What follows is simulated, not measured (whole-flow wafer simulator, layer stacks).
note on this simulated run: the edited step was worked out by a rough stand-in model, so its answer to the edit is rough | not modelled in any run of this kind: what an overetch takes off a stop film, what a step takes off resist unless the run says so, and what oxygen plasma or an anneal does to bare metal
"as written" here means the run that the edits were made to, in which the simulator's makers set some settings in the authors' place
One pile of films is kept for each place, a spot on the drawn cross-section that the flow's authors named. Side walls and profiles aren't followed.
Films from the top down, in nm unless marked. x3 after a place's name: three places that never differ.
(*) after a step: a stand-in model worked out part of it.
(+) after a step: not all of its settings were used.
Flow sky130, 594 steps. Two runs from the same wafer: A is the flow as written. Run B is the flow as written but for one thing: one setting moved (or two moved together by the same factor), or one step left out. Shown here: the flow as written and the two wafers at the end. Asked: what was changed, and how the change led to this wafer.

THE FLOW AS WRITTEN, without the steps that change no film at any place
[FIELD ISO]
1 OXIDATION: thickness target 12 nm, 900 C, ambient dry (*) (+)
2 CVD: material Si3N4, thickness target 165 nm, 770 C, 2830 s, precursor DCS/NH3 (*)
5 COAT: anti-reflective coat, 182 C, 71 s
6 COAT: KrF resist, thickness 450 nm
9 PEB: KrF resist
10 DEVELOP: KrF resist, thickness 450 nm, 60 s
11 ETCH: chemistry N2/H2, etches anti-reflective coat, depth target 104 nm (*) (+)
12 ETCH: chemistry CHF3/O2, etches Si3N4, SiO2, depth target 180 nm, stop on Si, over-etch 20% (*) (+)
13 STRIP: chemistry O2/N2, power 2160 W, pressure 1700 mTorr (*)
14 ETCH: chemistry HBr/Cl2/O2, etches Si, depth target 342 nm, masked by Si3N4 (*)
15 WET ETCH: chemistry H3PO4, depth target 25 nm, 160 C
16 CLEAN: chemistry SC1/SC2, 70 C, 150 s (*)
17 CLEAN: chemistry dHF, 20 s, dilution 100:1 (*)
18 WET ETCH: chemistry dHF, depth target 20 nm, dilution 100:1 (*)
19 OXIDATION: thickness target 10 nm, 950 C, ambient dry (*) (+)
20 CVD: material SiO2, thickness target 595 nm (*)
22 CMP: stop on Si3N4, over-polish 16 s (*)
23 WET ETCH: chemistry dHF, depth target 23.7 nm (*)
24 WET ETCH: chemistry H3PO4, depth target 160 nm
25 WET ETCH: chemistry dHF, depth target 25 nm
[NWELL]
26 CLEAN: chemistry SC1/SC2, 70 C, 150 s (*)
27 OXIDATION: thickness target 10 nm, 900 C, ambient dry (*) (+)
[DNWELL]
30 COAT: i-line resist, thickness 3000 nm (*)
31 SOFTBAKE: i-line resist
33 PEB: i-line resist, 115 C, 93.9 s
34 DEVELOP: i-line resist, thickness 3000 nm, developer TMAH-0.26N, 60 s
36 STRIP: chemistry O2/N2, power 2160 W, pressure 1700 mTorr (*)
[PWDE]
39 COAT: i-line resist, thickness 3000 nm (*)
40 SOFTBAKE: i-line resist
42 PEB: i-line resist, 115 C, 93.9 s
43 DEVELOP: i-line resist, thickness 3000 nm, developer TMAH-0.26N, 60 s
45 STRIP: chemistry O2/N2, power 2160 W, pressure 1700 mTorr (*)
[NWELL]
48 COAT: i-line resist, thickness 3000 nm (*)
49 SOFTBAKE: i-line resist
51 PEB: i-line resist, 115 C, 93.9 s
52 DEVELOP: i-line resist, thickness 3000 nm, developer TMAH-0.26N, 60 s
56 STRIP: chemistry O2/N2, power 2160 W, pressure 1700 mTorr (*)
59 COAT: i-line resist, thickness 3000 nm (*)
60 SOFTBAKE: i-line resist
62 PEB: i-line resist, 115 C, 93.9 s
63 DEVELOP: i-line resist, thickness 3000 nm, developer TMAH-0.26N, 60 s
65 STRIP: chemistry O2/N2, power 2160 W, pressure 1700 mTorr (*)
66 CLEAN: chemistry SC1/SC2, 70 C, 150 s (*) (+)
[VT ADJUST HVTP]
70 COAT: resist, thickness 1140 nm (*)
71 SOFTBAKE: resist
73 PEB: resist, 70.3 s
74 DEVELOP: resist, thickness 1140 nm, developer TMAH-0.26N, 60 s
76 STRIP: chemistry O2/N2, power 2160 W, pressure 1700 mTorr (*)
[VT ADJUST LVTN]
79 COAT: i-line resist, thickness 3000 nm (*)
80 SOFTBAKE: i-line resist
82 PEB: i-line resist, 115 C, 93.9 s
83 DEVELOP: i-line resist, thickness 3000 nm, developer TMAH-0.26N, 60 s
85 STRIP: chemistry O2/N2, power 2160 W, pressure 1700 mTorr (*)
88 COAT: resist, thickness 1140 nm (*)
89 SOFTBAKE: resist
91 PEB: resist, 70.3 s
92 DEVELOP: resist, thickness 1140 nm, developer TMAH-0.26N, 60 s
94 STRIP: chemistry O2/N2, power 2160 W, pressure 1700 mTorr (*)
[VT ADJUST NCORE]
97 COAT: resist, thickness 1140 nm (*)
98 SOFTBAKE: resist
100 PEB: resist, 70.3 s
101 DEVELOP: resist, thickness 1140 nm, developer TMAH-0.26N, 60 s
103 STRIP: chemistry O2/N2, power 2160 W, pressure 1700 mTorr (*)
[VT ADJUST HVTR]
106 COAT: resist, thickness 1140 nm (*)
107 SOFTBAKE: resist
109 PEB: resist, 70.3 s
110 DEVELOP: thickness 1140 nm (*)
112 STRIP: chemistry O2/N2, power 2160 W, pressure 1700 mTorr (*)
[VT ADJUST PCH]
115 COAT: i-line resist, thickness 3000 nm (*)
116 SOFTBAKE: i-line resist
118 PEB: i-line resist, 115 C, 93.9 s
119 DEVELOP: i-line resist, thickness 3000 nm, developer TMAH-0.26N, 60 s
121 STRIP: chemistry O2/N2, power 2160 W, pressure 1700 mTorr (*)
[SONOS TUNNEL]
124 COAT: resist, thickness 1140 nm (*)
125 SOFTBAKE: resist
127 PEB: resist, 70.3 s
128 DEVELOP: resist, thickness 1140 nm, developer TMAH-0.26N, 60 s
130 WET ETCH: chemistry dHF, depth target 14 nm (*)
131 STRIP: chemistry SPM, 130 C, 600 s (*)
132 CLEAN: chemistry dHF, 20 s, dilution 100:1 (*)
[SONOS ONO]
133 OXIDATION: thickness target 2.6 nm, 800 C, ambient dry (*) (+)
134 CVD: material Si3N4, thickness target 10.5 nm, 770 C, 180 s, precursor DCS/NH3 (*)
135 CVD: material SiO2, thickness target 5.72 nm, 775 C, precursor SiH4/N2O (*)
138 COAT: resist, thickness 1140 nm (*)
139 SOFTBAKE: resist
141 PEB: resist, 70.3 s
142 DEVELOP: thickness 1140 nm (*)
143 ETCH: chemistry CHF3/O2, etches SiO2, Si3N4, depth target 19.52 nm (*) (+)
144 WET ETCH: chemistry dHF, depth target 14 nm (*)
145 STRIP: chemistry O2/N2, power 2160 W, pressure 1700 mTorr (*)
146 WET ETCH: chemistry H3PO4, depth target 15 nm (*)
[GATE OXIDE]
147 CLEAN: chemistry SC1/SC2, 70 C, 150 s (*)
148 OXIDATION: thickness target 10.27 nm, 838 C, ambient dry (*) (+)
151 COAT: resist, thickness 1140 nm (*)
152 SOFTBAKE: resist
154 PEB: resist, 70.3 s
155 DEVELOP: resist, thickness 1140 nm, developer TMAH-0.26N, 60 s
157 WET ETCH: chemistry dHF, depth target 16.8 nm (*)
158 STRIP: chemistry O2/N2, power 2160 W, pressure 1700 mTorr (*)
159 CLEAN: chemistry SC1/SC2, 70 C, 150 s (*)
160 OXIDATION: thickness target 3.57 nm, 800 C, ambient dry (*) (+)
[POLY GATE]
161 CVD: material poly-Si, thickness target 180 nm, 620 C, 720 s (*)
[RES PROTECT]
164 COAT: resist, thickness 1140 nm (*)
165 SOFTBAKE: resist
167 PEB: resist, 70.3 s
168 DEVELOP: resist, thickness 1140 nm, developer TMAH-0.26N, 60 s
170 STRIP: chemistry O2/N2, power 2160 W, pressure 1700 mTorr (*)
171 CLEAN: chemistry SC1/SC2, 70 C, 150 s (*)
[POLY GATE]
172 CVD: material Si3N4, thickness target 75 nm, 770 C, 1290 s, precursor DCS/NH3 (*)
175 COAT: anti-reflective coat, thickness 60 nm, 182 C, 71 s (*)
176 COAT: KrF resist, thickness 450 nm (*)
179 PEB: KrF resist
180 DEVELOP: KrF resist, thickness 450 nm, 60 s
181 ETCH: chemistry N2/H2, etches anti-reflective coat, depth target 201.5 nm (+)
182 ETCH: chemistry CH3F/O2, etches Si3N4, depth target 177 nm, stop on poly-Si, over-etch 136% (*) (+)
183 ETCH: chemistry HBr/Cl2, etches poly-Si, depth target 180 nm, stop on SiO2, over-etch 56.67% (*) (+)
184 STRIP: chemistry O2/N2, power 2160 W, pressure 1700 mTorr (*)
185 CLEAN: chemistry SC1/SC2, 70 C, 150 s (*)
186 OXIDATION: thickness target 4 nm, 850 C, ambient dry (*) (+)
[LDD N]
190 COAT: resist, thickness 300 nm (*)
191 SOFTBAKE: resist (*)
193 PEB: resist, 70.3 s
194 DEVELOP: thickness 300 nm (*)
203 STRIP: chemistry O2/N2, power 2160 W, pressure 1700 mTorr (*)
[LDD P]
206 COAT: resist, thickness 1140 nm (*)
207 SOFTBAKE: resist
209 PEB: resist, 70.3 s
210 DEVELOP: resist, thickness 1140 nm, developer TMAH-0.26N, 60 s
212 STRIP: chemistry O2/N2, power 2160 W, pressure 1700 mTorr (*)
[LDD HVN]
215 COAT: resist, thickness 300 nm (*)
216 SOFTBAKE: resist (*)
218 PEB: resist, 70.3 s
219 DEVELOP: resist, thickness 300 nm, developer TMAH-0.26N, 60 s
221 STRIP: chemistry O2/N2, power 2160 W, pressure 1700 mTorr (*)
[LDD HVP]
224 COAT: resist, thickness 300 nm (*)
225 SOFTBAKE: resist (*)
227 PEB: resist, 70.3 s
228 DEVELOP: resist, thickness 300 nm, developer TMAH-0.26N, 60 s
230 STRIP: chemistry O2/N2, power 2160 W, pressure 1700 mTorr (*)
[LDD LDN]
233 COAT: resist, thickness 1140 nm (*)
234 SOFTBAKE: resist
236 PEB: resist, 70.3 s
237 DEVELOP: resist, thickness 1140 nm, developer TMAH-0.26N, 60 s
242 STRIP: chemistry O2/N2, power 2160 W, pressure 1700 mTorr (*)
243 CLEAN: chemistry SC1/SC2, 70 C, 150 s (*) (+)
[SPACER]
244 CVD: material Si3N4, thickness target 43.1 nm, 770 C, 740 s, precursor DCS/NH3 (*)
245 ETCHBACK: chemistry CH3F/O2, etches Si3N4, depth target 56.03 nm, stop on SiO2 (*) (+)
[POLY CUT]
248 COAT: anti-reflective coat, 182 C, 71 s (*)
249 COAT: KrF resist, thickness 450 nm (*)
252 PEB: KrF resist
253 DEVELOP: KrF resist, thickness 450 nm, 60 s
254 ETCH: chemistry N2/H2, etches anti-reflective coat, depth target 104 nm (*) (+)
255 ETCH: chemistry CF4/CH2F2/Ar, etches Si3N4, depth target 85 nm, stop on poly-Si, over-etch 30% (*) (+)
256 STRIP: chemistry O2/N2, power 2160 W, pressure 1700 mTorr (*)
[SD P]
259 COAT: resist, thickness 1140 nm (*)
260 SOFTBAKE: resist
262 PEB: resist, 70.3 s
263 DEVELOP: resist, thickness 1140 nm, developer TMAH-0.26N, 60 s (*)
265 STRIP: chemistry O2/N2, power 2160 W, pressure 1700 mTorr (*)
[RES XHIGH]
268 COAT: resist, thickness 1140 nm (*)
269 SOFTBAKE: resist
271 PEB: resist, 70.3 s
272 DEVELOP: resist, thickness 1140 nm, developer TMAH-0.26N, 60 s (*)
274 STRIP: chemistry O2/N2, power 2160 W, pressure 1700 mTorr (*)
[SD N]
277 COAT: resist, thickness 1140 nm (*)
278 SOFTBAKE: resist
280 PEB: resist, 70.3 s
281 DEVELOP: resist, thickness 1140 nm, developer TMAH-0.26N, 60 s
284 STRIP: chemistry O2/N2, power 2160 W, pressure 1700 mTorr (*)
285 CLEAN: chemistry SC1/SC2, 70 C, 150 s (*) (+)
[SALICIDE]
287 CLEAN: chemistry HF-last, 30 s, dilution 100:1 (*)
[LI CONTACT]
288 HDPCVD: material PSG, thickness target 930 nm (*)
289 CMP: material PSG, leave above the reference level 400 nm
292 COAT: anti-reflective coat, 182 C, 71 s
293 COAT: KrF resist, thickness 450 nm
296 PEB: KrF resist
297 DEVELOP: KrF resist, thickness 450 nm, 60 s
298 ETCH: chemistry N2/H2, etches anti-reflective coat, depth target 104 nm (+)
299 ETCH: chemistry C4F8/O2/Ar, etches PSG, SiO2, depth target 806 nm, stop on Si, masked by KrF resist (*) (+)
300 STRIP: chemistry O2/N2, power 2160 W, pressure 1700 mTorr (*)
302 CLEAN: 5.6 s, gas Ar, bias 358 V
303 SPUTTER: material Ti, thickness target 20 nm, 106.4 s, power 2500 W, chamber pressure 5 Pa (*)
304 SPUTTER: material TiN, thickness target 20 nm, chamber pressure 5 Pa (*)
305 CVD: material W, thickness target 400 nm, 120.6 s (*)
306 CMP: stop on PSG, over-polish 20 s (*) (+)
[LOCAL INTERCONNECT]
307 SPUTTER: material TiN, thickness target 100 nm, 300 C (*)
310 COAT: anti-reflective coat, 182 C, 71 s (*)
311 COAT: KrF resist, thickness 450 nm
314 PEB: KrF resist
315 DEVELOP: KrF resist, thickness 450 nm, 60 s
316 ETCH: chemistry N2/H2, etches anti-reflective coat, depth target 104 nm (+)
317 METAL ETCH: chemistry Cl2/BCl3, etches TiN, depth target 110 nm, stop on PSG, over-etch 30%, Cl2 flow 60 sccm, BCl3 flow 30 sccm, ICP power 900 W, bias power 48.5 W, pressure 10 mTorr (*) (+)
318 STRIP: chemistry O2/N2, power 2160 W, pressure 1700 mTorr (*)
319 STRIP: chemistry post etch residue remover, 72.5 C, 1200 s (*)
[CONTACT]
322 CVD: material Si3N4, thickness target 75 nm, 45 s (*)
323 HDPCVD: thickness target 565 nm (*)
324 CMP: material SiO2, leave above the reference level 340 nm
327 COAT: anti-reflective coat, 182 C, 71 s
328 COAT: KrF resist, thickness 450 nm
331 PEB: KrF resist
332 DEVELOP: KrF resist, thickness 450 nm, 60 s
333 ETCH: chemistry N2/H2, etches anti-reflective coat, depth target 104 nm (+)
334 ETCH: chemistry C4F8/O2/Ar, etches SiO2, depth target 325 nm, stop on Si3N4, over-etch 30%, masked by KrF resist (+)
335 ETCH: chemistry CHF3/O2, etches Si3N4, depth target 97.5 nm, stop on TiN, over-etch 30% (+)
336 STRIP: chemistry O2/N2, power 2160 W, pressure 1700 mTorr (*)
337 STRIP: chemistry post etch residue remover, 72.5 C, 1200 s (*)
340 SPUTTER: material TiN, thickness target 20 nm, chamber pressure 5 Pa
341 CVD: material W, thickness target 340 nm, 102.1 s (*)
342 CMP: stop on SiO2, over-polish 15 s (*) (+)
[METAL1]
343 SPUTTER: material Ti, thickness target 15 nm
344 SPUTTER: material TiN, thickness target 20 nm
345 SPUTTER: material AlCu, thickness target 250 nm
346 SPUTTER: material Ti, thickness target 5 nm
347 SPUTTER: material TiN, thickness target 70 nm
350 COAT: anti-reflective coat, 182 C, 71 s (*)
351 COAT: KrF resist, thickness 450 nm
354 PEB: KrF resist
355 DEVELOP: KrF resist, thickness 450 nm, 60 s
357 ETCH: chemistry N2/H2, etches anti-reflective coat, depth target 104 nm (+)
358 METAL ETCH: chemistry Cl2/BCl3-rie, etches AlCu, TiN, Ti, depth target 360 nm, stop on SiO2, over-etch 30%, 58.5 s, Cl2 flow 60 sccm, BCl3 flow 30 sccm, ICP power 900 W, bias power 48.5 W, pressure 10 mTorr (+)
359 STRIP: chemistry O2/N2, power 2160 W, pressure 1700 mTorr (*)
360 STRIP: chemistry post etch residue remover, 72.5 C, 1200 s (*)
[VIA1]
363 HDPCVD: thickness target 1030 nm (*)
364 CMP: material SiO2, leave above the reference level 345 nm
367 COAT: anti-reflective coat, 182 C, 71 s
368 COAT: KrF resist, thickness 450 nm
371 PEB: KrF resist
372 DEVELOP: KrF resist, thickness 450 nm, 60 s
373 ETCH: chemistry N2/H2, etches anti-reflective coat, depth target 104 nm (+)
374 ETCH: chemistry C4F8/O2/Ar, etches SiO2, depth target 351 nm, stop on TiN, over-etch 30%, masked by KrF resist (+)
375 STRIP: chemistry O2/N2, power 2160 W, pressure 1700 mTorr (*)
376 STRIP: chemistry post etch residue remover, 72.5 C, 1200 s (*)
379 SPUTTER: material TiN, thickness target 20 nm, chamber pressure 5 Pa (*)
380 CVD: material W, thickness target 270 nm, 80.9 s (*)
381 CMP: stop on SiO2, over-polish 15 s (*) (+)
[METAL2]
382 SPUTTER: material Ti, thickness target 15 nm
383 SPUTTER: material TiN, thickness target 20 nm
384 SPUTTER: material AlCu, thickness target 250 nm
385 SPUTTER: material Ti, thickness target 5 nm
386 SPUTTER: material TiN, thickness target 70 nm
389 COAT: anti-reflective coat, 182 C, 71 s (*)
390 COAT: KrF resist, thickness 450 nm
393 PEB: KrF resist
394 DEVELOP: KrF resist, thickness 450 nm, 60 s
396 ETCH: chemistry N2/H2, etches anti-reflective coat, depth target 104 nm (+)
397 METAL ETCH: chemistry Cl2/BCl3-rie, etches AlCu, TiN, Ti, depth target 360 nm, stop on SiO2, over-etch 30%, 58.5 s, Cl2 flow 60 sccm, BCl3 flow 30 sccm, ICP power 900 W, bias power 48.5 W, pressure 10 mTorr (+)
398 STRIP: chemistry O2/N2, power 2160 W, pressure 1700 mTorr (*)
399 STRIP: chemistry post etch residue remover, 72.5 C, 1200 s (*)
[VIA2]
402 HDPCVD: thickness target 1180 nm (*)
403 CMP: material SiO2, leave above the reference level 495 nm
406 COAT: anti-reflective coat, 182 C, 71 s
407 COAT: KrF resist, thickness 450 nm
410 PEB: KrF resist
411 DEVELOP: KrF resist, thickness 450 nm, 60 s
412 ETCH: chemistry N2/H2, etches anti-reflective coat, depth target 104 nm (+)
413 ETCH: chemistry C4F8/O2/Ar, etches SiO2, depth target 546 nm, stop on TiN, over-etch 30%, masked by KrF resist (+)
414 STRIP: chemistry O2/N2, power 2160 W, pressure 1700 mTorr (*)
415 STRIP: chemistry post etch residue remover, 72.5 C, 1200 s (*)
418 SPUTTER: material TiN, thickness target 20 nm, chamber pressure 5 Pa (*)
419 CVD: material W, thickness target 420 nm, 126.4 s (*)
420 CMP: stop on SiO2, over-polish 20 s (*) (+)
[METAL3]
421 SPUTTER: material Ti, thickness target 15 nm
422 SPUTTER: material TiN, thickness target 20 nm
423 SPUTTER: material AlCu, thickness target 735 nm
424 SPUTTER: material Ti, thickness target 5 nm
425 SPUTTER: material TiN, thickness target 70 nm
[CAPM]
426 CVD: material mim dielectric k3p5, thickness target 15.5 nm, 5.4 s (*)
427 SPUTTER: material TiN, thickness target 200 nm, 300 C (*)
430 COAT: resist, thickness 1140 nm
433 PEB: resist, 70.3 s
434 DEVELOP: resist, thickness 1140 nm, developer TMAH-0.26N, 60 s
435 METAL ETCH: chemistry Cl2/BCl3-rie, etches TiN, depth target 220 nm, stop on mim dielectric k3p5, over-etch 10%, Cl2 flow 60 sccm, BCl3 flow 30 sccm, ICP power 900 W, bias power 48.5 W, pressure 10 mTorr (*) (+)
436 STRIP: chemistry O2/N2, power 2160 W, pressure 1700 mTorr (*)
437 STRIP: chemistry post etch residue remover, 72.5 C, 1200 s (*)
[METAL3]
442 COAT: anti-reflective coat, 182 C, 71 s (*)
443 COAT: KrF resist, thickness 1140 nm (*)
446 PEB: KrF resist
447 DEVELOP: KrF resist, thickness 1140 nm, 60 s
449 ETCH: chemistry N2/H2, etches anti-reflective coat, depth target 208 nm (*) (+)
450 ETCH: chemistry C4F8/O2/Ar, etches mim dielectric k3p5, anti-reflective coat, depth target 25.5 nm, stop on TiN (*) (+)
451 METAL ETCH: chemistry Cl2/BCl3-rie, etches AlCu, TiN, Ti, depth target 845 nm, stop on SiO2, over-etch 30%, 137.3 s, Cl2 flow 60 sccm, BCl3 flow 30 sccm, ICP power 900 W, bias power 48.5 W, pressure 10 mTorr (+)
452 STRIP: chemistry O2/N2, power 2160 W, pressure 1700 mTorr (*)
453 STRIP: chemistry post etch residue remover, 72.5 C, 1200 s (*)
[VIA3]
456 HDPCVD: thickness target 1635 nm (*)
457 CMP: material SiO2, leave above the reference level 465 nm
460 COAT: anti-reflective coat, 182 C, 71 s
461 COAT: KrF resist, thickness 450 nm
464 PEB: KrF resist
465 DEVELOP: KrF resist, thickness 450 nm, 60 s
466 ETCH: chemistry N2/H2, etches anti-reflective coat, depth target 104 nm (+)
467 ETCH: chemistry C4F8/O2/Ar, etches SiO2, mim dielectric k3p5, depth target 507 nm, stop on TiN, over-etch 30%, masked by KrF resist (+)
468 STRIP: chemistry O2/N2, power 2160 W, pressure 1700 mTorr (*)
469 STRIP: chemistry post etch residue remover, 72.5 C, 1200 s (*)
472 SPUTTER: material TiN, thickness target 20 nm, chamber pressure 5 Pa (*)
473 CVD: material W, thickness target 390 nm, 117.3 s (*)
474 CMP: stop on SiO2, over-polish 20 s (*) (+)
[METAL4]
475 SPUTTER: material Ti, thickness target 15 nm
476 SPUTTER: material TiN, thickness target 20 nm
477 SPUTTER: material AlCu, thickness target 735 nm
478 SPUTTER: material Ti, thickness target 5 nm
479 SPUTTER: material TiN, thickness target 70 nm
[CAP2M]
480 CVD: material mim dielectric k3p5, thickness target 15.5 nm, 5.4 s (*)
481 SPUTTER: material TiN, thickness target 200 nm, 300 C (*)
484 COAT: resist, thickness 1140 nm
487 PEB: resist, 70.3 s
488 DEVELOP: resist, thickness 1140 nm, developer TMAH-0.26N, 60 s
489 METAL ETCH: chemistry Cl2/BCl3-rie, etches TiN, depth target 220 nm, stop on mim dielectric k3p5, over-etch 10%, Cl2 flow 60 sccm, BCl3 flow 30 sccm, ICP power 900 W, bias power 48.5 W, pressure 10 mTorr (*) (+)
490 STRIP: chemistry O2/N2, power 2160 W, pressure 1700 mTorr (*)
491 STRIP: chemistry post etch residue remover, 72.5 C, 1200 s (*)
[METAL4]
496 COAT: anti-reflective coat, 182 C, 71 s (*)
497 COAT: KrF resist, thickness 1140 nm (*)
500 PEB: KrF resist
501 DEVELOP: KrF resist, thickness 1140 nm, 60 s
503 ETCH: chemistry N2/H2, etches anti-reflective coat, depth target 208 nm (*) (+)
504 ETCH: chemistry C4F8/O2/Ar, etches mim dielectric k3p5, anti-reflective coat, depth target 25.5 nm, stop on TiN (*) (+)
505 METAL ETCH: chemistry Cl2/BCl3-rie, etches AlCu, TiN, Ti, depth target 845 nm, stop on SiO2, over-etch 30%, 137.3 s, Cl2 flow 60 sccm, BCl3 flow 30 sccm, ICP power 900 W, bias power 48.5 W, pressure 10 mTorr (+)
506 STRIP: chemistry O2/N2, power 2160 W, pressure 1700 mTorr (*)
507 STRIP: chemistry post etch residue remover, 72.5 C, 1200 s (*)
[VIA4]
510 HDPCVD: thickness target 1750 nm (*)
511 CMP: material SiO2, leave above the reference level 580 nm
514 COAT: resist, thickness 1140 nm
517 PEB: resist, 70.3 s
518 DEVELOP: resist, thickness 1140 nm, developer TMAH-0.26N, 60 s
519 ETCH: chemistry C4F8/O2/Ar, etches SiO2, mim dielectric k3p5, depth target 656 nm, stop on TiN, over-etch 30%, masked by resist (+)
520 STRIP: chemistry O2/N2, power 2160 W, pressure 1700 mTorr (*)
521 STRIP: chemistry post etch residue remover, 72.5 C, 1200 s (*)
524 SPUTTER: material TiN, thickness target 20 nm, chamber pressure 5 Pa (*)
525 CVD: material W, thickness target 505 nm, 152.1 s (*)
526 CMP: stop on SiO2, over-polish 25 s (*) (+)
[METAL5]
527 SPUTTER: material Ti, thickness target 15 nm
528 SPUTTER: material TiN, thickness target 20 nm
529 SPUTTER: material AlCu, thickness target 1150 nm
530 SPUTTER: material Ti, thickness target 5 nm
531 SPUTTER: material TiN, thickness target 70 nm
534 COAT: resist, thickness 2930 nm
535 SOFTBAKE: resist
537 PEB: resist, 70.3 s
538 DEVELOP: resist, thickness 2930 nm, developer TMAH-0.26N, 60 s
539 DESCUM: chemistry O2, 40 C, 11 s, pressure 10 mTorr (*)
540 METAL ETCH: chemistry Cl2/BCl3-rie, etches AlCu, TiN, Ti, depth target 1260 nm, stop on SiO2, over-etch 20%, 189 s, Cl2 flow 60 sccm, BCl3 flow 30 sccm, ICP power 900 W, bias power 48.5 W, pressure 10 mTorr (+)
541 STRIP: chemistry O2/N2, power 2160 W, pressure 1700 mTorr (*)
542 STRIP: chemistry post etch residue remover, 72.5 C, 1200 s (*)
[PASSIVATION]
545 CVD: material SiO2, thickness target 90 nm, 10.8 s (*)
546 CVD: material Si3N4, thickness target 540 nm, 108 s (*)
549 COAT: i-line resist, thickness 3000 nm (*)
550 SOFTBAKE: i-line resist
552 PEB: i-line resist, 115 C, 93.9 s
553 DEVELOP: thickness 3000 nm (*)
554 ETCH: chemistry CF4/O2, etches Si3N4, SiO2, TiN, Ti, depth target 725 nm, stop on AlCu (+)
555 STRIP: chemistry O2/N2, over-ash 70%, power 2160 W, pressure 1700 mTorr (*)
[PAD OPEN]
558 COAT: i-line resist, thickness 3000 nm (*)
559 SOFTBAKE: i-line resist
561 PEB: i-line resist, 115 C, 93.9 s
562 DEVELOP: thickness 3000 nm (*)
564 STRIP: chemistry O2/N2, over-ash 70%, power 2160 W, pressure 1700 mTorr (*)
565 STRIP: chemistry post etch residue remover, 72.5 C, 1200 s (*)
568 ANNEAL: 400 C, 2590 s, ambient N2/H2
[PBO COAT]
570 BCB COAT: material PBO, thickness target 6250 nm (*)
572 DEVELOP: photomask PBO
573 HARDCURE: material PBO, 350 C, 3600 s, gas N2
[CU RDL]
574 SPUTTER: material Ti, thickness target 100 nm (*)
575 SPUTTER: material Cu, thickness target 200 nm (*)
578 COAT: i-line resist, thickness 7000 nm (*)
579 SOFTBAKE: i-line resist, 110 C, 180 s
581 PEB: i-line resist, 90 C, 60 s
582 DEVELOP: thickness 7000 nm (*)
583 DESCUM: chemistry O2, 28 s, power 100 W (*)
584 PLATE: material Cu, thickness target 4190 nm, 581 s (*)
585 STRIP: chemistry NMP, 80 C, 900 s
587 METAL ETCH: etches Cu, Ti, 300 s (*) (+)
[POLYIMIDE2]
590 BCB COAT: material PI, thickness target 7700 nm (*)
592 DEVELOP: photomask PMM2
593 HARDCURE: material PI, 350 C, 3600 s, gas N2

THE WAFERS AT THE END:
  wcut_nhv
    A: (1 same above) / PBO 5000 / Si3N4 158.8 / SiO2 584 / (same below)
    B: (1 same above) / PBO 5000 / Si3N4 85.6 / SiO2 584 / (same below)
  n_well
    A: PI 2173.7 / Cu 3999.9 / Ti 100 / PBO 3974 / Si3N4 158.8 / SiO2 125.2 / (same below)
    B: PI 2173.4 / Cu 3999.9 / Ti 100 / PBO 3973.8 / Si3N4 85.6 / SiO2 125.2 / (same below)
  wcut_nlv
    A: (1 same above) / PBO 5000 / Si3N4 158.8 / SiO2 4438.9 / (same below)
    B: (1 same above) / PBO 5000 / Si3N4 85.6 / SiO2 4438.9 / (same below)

The cause: step 546, CVD: thickness target 292 nm was run, where the flow has thickness target 540 nm; step 546, CVD: 58.3 s was run, where the flow has 108 s.

How the change led to this, step by step:
  546 CVD: material Si3N4, thickness target 540 nm, 108 s (*)
      field, active, n_well and 190 more: A Si3N4 +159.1 (new film) | B Si3N4 +86 (new film)
  550 SOFTBAKE: i-line resist
      gate_p_lvt, iso_guard_hv_nw: A i-line resist +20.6 | B i-line resist +18.4
      active: A i-line resist +12 | B i-line resist +10.5
      (and at 59 more places)
  554 ETCH: chemistry CF4/O2, etches Si3N4, SiO2, TiN, Ti, depth target 725 nm, stop on AlCu (+)
      field, active, n_well and 189 more: A i-line resist -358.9 | B i-line resist -285.7
      pad: A Si3N4 -159.1 (all of it), SiO2 -125.2 (all of it), TiN -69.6 (all of it), Ti -5 (all of it) | B Si3N4 -86 (all of it), SiO2 -125.2 (all of it), TiN -69.6 (all of it), Ti -5 (all of it)
  555 STRIP: chemistry O2/N2, over-ash 70%, power 2160 W, pressure 1700 mTorr (*)
      gate_hv, dice_street, iso_guard and 83 more: A i-line resist -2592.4 (all of it) | B i-line resist -2665.6 (all of it)
      n_well, p_well, sd_n, sd_p: A i-line resist -1340.8 (all of it) | B i-line resist -1414 (all of it)
      (and at 102 more places)
  558 COAT: i-line resist, thickness 3000 nm (*)
      pad: A i-line resist +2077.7 (new film) | B i-line resist +2004.1 (new film)
  559 SOFTBAKE: i-line resist
      gate_p_lvt, iso_guard_hv_nw: A i-line resist +20.6 | B i-line resist +18.4
      field: A i-line resist +12.5 | B i-line resist +10.9
      (and at 66 more places)
  561 PEB: i-line resist, 115 C, 93.9 s
      pad: A i-line resist -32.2 | B i-line resist -30.9
  562 DEVELOP: thickness 3000 nm (*)
      pad: A i-line resist -2045.5 (all of it) | B i-line resist -1973.2 (all of it)
  578 COAT: i-line resist, thickness 7000 nm (*)
      pad: A i-line resist +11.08 um (new film) | B i-line resist +11.01 um (new film)
  579 SOFTBAKE: i-line resist, 110 C, 180 s
      ndiff_licon_rim, ndiff_licon: A i-line resist -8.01 | B i-line resist -6.9
      mim: A i-line resist -16.8 | B i-line resist -15.6
      (and at 29 more places)
  582 DEVELOP: thickness 7000 nm (*)
      pad: A i-line resist -11.08 um (all of it) | B i-line resist -11.01 um (all of it)
